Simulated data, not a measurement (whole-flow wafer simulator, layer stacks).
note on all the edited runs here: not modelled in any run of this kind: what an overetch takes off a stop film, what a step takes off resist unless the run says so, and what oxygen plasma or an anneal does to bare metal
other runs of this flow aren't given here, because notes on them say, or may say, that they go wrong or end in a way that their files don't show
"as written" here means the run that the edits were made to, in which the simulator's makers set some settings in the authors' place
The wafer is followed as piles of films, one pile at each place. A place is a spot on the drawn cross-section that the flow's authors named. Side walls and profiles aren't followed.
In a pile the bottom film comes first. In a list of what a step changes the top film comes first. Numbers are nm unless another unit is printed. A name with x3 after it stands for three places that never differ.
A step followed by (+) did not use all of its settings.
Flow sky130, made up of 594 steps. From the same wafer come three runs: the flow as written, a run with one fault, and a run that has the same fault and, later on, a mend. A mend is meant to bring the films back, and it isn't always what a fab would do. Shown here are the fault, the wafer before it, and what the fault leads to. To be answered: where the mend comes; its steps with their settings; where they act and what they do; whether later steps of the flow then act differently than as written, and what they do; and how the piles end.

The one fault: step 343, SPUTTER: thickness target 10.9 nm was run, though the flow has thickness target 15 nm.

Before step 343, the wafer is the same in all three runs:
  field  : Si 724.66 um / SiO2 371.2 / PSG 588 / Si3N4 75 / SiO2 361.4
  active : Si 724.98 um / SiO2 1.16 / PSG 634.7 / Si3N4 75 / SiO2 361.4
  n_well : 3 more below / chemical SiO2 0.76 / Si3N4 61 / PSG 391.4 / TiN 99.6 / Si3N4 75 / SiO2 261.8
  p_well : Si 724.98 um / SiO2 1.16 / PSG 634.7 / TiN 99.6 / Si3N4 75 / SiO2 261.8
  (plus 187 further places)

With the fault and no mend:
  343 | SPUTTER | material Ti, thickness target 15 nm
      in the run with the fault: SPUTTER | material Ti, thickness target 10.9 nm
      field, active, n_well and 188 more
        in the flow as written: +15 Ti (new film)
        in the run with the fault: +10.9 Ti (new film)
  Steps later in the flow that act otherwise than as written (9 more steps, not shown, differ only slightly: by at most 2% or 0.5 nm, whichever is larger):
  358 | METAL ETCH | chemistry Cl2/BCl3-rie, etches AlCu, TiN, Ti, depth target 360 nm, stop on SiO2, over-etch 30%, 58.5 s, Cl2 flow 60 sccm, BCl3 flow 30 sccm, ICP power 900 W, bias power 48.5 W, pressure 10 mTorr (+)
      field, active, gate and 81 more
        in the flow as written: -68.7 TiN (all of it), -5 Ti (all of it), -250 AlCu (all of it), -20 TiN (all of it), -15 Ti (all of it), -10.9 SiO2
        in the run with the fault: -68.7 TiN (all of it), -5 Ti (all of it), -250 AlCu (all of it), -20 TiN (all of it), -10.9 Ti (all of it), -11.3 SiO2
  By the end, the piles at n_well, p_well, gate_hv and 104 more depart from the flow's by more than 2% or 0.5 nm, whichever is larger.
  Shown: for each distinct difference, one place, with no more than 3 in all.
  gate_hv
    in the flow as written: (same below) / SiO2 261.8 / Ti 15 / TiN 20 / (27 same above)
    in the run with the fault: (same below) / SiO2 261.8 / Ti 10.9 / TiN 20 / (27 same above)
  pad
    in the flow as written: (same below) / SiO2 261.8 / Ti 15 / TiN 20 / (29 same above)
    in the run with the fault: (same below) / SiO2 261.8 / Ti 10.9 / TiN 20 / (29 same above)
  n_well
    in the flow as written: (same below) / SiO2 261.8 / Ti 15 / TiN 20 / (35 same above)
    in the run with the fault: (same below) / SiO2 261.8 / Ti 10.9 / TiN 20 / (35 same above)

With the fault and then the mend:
  The mend follows step 343.
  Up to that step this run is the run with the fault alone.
  343a | SPUTTER | material Ti, thickness target 4.1 nm (the flow's step 343 again, with other settings)
      field, active, n_well and 188 more
        +4.1 Ti
  Every later step of the flow that is run acts as written at every place that is followed.
  By the end, the piles equal the flow's at every place that both follow.
